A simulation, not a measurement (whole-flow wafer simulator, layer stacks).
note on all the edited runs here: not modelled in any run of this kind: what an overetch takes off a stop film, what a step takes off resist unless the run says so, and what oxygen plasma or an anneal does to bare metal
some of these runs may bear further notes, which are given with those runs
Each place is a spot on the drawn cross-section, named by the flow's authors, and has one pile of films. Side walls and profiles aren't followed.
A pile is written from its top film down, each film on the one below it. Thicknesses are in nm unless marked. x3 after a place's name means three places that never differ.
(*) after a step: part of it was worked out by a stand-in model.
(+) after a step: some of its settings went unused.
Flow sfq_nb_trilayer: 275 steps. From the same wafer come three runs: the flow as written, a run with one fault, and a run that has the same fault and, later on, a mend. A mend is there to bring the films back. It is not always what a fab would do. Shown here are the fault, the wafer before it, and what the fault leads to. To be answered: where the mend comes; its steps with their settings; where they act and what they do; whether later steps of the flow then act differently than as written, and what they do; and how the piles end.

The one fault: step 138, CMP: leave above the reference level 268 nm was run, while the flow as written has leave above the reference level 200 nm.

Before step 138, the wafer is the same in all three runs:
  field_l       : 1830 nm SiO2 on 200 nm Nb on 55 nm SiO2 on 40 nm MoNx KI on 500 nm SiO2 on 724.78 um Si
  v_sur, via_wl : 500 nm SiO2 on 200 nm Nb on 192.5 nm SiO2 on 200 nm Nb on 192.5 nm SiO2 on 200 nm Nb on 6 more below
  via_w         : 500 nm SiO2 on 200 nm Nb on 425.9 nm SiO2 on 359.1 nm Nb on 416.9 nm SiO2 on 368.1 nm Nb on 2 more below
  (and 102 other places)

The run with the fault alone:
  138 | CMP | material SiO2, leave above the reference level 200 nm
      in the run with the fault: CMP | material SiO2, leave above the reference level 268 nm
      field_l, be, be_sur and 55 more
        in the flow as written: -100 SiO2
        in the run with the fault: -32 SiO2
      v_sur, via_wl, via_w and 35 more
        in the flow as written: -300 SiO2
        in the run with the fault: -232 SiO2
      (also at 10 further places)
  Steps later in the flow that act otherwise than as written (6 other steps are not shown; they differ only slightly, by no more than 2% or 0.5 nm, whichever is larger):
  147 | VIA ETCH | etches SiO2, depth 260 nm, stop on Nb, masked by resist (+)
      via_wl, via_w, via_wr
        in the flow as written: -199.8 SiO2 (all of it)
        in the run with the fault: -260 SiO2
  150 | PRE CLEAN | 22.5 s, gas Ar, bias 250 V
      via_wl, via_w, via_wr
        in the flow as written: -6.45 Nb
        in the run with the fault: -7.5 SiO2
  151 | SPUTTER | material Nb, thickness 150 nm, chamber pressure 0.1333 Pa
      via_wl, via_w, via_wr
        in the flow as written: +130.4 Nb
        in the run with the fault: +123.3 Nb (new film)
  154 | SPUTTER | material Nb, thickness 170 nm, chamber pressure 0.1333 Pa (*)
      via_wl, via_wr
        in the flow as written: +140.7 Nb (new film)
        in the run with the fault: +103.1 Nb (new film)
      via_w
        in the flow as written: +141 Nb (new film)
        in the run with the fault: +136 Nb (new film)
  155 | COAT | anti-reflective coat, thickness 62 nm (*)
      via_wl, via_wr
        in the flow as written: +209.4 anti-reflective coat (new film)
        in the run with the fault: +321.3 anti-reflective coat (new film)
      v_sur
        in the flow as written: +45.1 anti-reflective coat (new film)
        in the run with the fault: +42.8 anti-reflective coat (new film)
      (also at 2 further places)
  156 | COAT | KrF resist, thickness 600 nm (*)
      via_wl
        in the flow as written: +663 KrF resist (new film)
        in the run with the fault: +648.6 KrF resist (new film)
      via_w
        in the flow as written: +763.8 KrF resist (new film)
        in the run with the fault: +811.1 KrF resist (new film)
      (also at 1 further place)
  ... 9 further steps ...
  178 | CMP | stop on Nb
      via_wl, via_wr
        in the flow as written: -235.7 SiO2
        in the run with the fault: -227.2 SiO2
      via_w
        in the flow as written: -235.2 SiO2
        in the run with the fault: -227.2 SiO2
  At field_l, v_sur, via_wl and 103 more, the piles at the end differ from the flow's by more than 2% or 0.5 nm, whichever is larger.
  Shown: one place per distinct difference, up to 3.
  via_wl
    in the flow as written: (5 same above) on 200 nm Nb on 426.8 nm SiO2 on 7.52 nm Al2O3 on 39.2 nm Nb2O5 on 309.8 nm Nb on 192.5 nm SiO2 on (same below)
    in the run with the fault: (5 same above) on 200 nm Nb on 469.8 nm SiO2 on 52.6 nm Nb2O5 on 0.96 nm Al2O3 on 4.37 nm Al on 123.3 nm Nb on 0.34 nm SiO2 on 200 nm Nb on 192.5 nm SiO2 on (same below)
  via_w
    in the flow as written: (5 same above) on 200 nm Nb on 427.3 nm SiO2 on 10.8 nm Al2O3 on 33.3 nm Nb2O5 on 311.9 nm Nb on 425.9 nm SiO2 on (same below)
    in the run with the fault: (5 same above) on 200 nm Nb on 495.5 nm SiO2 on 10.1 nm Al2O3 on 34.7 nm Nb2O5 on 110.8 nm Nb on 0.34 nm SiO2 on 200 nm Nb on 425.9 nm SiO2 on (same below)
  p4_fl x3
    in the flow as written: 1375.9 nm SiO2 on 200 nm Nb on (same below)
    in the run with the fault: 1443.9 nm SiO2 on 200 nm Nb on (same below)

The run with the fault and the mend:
  After step 139 comes the mend.
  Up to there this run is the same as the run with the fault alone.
  139a | CMP | material SiO2, leave above the reference level 200 nm (the flow's step 138, run once more)
      field_l, v_sur, via_wl and 103 more
        -68 SiO2
  None of the later steps of the flow acts differently than as written at any place that is followed.
  By the end, the piles equal the flow's at every place that both follow.
